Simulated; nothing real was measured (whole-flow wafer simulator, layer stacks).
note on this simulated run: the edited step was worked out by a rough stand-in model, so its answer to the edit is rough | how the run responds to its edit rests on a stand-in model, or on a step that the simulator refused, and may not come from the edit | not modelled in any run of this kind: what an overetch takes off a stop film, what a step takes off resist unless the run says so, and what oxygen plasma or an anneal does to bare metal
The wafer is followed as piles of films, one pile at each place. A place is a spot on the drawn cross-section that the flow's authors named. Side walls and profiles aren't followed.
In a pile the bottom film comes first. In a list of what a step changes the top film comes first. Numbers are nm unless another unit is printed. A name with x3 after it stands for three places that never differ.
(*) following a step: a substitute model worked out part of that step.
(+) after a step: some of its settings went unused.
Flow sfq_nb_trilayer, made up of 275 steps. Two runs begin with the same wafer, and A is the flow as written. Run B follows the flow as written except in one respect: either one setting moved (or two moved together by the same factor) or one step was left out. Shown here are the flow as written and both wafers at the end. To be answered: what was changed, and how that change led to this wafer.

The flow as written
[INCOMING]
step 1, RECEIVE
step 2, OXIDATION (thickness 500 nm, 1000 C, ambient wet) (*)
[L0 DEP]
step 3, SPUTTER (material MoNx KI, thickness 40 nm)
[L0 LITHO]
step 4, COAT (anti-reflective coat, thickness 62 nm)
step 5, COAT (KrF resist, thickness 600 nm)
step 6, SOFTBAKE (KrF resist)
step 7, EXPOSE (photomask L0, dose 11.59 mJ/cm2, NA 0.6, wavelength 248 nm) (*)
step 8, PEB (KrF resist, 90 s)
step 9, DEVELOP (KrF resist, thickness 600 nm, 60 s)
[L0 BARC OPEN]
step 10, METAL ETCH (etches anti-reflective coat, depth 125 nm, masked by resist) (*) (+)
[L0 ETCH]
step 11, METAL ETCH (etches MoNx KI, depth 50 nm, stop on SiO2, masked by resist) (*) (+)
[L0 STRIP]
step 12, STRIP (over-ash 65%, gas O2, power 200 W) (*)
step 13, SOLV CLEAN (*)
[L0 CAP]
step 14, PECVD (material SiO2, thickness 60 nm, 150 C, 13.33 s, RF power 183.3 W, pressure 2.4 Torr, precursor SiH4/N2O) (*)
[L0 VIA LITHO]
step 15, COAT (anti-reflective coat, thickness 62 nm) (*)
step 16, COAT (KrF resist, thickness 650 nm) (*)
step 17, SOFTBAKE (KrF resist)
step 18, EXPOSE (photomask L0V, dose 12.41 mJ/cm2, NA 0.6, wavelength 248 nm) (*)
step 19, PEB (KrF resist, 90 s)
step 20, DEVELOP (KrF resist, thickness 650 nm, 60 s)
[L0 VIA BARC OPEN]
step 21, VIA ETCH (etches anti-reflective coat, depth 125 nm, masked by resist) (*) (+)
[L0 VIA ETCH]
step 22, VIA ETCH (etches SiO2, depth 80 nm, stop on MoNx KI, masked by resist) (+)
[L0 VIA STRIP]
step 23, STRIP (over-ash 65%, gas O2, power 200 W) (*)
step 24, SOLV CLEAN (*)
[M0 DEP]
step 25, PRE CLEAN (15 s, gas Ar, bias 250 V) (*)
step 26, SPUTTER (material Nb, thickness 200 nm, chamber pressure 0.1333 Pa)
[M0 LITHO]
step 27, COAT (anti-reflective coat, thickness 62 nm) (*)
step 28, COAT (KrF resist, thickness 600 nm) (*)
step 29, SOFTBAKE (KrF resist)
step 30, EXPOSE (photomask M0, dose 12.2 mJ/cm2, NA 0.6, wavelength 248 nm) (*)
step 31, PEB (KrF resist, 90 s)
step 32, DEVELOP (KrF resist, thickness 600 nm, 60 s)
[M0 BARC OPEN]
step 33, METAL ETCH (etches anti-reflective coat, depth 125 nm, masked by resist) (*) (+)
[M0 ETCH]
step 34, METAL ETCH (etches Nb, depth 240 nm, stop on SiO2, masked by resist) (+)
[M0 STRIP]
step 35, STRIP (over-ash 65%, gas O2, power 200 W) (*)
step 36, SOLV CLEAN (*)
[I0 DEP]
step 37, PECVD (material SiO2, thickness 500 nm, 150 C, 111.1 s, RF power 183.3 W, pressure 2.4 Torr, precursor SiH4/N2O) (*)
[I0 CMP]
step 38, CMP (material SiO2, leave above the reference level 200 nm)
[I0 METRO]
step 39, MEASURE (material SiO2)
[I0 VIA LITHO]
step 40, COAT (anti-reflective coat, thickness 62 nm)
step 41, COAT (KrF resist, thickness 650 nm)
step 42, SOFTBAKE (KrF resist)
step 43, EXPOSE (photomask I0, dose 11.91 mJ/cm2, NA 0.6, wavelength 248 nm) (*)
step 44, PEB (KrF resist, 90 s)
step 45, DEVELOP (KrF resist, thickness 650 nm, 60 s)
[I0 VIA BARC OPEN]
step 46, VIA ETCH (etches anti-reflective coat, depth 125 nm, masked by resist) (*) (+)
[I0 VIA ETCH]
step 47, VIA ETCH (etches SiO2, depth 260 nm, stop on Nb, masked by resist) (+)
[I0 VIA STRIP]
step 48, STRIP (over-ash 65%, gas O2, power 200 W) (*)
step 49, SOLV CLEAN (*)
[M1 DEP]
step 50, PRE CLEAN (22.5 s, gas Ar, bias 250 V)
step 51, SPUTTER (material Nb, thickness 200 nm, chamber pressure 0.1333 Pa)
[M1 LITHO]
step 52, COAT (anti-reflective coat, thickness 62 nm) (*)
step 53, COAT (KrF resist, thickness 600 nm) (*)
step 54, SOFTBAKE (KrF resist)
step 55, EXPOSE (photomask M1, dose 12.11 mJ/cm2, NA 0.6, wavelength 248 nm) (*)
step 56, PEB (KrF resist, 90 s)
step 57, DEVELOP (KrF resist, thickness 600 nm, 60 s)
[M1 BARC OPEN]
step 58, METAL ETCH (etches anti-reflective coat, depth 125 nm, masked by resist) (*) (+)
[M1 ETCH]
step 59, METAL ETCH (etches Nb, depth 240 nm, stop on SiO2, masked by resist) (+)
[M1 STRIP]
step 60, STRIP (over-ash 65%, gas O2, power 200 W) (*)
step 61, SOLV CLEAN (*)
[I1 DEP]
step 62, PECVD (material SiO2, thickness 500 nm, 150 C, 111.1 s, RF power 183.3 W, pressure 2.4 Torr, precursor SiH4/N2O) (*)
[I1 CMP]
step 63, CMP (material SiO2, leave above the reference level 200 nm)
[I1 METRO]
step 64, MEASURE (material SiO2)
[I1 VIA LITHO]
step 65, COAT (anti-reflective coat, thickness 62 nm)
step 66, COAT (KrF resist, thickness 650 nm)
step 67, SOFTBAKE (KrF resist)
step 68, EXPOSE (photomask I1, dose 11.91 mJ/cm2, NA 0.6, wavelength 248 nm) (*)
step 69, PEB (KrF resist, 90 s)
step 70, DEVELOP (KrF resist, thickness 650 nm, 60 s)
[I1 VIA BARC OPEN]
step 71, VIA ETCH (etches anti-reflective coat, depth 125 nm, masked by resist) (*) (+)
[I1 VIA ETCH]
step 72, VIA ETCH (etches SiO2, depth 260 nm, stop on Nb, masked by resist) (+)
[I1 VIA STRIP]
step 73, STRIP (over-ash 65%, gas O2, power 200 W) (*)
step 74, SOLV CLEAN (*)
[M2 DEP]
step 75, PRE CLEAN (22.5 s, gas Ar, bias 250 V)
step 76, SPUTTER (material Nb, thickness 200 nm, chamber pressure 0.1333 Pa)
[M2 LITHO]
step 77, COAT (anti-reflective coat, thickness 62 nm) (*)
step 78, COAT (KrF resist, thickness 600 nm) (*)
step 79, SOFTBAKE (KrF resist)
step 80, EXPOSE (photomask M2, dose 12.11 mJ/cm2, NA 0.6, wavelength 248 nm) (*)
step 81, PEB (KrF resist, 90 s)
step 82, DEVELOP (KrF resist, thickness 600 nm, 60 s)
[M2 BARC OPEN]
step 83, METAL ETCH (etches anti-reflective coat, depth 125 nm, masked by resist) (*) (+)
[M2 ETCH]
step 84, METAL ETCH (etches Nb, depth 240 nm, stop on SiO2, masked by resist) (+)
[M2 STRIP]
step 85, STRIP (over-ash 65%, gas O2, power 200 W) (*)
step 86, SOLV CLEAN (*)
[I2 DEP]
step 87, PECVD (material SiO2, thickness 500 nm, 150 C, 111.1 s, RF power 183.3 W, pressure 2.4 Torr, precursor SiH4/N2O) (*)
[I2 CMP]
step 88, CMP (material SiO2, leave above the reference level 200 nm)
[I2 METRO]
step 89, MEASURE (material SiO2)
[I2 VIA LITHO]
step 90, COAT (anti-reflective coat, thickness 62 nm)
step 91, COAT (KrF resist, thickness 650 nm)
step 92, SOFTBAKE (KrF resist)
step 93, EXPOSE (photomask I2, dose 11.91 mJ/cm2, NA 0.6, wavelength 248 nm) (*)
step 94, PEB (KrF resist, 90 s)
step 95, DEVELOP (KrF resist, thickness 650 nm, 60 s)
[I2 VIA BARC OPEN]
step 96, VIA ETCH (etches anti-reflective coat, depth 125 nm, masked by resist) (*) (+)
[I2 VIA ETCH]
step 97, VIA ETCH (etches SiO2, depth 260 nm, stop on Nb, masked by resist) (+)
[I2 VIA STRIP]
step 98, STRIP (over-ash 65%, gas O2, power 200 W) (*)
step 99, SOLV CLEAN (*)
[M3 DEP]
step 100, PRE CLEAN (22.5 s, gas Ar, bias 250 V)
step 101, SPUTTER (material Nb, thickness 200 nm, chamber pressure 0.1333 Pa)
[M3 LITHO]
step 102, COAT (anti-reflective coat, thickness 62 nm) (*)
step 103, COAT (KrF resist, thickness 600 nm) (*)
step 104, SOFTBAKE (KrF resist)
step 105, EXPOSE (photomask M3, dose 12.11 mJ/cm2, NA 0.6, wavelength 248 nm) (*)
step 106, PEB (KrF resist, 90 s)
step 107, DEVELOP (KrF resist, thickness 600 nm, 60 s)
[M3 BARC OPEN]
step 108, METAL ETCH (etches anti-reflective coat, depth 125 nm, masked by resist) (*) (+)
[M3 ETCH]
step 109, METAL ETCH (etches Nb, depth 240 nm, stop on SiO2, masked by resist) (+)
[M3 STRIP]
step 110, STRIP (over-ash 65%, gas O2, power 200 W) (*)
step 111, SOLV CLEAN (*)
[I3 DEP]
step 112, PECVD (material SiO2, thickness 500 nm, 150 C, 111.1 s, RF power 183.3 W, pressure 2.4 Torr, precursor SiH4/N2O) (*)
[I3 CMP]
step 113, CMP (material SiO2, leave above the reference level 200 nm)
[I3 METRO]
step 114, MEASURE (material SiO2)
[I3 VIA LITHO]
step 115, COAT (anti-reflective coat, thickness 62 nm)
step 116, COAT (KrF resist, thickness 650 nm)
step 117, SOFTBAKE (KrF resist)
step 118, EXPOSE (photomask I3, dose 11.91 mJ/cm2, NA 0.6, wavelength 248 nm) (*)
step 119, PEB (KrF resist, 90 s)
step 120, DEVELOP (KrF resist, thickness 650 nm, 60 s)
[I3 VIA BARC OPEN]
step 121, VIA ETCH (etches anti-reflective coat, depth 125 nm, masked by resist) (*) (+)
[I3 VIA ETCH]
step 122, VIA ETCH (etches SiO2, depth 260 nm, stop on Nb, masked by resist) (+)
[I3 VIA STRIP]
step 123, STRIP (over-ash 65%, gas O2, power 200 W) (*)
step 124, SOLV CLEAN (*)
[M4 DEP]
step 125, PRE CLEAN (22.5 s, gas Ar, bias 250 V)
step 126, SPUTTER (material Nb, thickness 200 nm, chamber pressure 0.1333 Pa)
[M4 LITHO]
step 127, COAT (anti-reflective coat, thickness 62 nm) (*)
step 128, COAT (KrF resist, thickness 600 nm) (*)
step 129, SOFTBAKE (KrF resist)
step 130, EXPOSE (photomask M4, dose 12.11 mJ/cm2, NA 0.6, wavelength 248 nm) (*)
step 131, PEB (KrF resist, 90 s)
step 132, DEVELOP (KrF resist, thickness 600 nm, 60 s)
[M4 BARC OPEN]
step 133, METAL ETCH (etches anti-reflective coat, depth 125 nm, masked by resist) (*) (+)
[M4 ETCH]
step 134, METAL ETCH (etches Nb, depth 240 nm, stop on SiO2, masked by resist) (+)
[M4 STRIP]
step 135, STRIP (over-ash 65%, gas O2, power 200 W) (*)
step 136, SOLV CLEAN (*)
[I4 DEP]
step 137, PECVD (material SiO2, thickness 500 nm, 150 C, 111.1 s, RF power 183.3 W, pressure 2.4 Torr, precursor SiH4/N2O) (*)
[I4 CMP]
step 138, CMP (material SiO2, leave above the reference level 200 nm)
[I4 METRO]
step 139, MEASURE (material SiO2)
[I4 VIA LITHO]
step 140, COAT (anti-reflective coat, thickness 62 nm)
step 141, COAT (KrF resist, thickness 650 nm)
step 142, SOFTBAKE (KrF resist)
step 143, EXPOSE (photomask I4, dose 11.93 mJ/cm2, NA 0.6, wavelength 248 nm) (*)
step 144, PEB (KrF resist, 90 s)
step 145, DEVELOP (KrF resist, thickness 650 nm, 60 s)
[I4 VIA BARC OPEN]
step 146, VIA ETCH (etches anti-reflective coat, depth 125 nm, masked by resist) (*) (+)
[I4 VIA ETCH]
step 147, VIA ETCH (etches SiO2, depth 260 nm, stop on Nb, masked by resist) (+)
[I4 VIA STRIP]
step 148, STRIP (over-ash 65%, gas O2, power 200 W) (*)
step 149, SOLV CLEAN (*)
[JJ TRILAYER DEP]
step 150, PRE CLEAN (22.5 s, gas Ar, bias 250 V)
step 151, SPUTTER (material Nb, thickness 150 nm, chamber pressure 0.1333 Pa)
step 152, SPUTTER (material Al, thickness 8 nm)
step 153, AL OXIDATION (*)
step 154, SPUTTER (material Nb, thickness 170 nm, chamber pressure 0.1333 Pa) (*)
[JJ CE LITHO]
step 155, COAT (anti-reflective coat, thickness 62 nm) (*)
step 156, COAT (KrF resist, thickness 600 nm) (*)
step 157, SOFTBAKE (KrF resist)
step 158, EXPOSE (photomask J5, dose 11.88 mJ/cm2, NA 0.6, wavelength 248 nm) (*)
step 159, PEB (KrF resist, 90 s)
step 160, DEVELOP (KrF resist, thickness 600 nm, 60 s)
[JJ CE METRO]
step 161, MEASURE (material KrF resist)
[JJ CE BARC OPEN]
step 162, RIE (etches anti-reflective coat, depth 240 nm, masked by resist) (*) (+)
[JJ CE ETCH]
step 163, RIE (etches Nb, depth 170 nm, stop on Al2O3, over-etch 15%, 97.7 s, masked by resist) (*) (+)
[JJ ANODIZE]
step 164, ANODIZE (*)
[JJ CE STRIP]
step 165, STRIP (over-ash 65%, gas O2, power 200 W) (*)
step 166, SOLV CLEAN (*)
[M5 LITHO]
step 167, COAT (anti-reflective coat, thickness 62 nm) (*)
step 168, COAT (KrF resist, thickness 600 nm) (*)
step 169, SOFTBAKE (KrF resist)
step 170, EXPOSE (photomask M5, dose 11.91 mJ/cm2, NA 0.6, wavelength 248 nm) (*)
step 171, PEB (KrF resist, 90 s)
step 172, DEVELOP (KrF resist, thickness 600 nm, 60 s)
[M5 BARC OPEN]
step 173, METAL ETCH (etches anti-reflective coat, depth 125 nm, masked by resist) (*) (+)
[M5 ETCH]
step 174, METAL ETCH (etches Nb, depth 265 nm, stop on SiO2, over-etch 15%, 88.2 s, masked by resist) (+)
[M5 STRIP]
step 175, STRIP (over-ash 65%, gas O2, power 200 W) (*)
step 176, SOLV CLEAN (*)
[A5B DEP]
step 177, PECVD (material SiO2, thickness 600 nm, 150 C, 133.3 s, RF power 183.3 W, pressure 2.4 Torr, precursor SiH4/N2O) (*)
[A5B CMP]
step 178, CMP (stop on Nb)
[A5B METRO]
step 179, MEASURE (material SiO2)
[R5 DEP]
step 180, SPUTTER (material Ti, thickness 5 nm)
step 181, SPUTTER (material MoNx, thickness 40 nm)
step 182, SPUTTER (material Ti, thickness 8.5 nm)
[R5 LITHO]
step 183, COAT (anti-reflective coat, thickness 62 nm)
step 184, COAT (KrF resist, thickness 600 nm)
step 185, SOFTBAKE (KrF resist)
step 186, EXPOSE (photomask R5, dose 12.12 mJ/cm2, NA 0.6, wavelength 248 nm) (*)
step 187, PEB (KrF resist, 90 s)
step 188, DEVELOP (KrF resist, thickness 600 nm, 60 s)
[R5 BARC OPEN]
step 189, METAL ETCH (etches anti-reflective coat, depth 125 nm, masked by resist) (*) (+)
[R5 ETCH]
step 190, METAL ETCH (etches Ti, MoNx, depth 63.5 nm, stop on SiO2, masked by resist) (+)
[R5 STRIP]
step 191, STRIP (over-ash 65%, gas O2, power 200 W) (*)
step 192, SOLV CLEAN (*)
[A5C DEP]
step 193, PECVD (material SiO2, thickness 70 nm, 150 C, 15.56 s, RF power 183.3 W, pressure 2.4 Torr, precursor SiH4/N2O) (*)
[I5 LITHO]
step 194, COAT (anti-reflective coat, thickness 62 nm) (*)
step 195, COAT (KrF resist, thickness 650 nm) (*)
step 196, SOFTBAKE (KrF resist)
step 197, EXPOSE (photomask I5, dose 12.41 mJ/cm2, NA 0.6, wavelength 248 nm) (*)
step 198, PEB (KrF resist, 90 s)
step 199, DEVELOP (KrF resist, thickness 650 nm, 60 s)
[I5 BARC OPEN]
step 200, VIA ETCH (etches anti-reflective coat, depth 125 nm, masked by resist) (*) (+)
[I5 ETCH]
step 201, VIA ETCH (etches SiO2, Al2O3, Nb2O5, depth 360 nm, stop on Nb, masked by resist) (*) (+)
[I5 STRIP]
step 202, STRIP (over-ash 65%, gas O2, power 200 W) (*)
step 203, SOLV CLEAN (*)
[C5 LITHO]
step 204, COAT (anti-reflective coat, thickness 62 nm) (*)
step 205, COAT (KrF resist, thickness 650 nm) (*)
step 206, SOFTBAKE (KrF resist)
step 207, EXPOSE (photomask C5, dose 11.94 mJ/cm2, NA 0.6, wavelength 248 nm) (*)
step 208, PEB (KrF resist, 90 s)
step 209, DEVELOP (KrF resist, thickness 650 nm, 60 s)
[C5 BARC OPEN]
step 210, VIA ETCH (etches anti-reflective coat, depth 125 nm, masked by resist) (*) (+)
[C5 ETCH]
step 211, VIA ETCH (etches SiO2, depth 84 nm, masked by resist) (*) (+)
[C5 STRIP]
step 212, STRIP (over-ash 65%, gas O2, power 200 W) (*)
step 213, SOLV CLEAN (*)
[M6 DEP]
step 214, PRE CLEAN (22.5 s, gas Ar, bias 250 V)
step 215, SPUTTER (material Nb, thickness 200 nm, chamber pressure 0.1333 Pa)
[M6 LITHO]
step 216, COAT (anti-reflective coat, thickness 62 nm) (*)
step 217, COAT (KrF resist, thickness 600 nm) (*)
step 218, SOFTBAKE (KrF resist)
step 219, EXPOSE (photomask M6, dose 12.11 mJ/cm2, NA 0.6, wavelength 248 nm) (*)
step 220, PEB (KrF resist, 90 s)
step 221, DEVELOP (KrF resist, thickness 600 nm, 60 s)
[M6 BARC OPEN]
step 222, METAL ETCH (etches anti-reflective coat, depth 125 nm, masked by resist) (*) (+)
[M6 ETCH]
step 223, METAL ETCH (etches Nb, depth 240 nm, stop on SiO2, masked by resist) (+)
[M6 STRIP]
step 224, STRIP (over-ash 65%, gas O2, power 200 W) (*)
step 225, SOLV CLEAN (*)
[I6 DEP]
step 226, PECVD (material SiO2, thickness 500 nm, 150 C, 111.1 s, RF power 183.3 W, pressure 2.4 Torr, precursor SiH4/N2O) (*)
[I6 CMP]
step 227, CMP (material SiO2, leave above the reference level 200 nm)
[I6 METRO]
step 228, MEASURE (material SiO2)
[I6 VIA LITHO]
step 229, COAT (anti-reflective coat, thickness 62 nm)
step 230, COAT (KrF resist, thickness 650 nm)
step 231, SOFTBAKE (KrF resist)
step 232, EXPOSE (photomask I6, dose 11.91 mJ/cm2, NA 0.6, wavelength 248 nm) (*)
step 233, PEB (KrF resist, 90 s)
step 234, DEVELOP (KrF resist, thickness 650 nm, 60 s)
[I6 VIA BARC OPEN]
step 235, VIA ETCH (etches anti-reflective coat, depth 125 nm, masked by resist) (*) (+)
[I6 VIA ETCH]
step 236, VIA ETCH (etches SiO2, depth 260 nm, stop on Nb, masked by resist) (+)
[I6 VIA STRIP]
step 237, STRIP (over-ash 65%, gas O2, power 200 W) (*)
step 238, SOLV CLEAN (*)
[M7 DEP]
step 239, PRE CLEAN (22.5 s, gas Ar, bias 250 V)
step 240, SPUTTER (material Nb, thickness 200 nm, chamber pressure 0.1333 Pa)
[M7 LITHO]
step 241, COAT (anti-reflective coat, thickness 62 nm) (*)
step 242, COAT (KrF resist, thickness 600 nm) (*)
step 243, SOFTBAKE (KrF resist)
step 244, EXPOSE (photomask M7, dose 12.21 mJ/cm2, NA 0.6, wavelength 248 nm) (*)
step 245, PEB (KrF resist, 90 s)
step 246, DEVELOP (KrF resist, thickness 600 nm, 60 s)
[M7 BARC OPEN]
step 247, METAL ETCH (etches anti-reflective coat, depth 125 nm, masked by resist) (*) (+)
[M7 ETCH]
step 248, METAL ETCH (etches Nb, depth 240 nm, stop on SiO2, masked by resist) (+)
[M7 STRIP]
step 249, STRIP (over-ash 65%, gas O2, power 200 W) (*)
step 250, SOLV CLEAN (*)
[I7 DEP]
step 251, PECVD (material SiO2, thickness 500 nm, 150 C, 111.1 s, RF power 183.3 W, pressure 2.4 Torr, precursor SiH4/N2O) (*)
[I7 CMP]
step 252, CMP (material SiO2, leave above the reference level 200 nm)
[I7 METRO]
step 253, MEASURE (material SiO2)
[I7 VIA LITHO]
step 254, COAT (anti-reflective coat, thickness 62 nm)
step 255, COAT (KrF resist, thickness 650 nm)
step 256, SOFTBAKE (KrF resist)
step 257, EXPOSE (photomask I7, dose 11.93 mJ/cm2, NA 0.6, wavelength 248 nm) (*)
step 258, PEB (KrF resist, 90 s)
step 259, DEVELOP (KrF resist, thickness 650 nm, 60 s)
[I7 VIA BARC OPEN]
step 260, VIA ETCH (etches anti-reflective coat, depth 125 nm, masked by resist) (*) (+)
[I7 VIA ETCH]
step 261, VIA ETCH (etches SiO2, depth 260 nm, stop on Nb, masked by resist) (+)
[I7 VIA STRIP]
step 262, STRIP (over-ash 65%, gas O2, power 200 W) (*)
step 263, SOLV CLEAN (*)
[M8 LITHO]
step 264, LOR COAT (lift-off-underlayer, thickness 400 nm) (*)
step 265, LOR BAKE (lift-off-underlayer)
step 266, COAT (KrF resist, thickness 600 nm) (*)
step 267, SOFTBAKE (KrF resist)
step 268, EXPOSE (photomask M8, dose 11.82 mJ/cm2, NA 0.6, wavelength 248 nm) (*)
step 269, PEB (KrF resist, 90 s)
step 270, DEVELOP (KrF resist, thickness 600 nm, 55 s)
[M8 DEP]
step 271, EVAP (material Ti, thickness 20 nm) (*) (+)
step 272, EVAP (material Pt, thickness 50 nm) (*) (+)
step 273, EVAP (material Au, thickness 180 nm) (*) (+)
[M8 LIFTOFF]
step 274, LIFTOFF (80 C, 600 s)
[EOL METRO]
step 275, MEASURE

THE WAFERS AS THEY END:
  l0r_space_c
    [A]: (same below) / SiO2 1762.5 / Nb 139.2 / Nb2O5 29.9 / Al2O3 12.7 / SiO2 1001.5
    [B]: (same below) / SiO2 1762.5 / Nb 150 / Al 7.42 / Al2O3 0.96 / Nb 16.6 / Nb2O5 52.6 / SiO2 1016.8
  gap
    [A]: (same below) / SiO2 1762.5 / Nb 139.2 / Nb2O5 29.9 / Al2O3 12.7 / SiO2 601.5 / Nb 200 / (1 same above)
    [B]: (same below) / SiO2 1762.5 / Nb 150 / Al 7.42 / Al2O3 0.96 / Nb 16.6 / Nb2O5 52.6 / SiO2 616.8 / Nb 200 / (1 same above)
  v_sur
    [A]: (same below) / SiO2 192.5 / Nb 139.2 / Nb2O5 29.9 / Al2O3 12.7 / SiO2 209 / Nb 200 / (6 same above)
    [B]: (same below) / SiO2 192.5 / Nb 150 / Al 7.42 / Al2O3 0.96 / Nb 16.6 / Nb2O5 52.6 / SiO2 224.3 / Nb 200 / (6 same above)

The reason: step 154, SPUTTER: thickness 231 nm was run, whereas the flow has thickness 170 nm.

How this came from the change, step by step:
  step 154, SPUTTER (material Nb, thickness 170 nm, chamber pressure 0.1333 Pa) (*)
      field_l, v_sur, via_sp and 100 more: A +170 Nb (new film) | B +231 Nb (new film)
      via_wl, via_wr: A +140.7 Nb (new film) | B +191.7 Nb (new film)
      (and at 1 other place as well)
  step 155, COAT (anti-reflective coat, thickness 62 nm) (*)
      via_wl, via_wr: A +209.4 anti-reflective coat (new film) | B +227.5 anti-reflective coat (new film)
      via_w: A +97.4 anti-reflective coat (new film) | B +103.4 anti-reflective coat (new film)
  step 162, RIE (etches anti-reflective coat, depth 240 nm, masked by resist) (*) (+)
      ce_l, c5j, ce_r, wl_jj: A -209.4 KrF resist | B -227.5 KrF resist
      via_wl, via_wr: A -209.4 anti-reflective coat (all of it) | B -227.5 anti-reflective coat (all of it)
      (and at 1 other place as well)
  step 163, RIE (etches Nb, depth 170 nm, stop on Al2O3, over-etch 15%, 97.7 s, masked by resist) (*) (+)
      field_l, v_sur, via_sp and 96 more: A -170 Nb (all of it), -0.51 Al2O3 | B -195.5 Nb
      via_wl, via_wr: A -140.7 Nb (all of it), -0.96 Al2O3 (all of it) | B -191.7 Nb (all of it), -0.08 Al2O3
      (and at 1 other place as well)
  step 164, ANODIZE (*)
      field_l, v_sur, via_sp and 96 more: A +12.2 Al2O3, +29.9 Nb2O5 (new film), -7.42 Al (all of it), -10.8 Nb | B +52.6 Nb2O5 (new film), -18.9 Nb
      via_wl, via_wr: A +7.52 Al2O3 (new film), +39.2 Nb2O5 (new film), -4.56 Al (all of it), -14.1 Nb | B +7.52 Al2O3, +37.6 Nb2O5 (new film), -4.56 Al (all of it), -13.5 Nb
      (and at 1 other place as well)
  step 165, STRIP (over-ash 65%, gas O2, power 200 W) (*)
      c5j, ce_r: A -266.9 KrF resist (all of it), -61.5 anti-reflective coat (all of it) | B -248.8 KrF resist (all of it), -61.5 anti-reflective coat (all of it)
      ce_l: A -266.8 KrF resist (all of it), -61.4 anti-reflective coat (all of it) | B -248.7 KrF resist (all of it), -61.4 anti-reflective coat (all of it)
      (and at 1 other place as well)
  step 167, COAT (anti-reflective coat, thickness 62 nm) (*)
      wl_j_sl, wl_j_sr: A +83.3 anti-reflective coat (new film) | B +85.4 anti-reflective coat (new film)
      via_wl: A +170.5 anti-reflective coat (new film) | B +215.4 anti-reflective coat (new film)
      (and at 8 other places as well)
  step 168, COAT (KrF resist, thickness 600 nm) (*)
      via_w: A +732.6 KrF resist (new film) | B +759.1 KrF resist (new film)
  step 174, METAL ETCH (etches Nb, depth 265 nm, stop on SiO2, over-etch 15%, 88.2 s, masked by resist) (+)
      field_l, r_sur, res and 50 more: A -12.6 Al2O3 (all of it), -29.9 Nb2O5 (all of it), -139.2 Nb (all of it), -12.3 SiO2 | B -52.6 Nb2O5 (all of it), -16.6 Nb (all of it), -0.96 Al2O3 (all of it), -7.42 Al (all of it), -150 Nb (all of it)
  step 175, STRIP (over-ash 65%, gas O2, power 200 W) (*)
      via_wl: A -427 KrF resist (all of it), -170.5 anti-reflective coat (all of it) | B -420.3 KrF resist (all of it), -215.4 anti-reflective coat (all of it)
      via_w: A -503.5 KrF resist (all of it), -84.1 anti-reflective coat (all of it) | B -529.8 KrF resist (all of it), -93.8 anti-reflective coat (all of it)
      (and at 9 other places as well)
  step 178, CMP (stop on Nb)
      v_sur, via_sp, via_v and 43 more: A -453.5 SiO2 | B -438.2 SiO2
      field_l, p4_fl, p4_fm and 39 more: A -259.3 SiO2 | B -210.6 SiO2
      (and at 14 other places as well)
  step 201, VIA ETCH (etches SiO2, Al2O3, Nb2O5, depth 360 nm, stop on Nb, masked by resist) (*) (+)
      be: A -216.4 SiO2 (all of it), -12.7 Al2O3 (all of it), -29.9 Nb2O5 (all of it) | B -231.6 SiO2 (all of it), -52.6 Nb2O5 (all of it)
  step 204, COAT (anti-reflective coat, thickness 62 nm) (*)
      be: A +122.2 anti-reflective coat (new film) | B +125.9 anti-reflective coat (new film)
  step 205, COAT (KrF resist, thickness 650 nm) (*)
      be: A +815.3 KrF resist (new film) | B +833.4 KrF resist (new film)
  step 212, STRIP (over-ash 65%, gas O2, power 200 W) (*)
      be: A -728.2 KrF resist (all of it), -122.2 anti-reflective coat (all of it) | B -746.2 KrF resist (all of it), -125.9 anti-reflective coat (all of it)
  step 215, SPUTTER (material Nb, thickness 200 nm, chamber pressure 0.1333 Pa)
      be: A +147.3 Nb | B +141.7 Nb
  ... 3 other steps ...
  step 226, PECVD (material SiO2, thickness 500 nm, 150 C, 111.1 s, RF power 183.3 W, pressure 2.4 Torr, precursor SiH4/N2O) (*)
      be: A +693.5 SiO2 (new film) | B +724.4 SiO2 (new film)
If metal films that touch count as one body, l0r_space_c has 3 bodies (between them, from the top down: Al2O3 0.96; SiO2 1762.5); the flow as written gives 2 bodies (between them, from the top down: SiO2 1762.5).
If metal films that touch count as one body, gap has 4 bodies (between them, from the top down: SiO2 616.8 / Nb2O5 52.6; Al2O3 0.96; SiO2 1762.5); the flow as written gives 3 bodies (between them, from the top down: SiO2 601.5 / Al2O3 12.7 / Nb2O5 29.9; SiO2 1762.5).
If metal films that touch count as one body, v_sur has 10 bodies (between them, from the top down: SiO2 200; SiO2 192.5; SiO2 224.3 / Nb2O5 52.6; Al2O3 0.96; SiO2 192.5; SiO2 192.5; SiO2 192.5; SiO2 192.5; SiO2 192.5); the flow as written gives 9 bodies (between them, from the top down: SiO2 200; SiO2 192.5; SiO2 209 / Al2O3 12.7 / Nb2O5 29.9; SiO2 192.5; SiO2 192.5; SiO2 192.5; SiO2 192.5; SiO2 192.5).
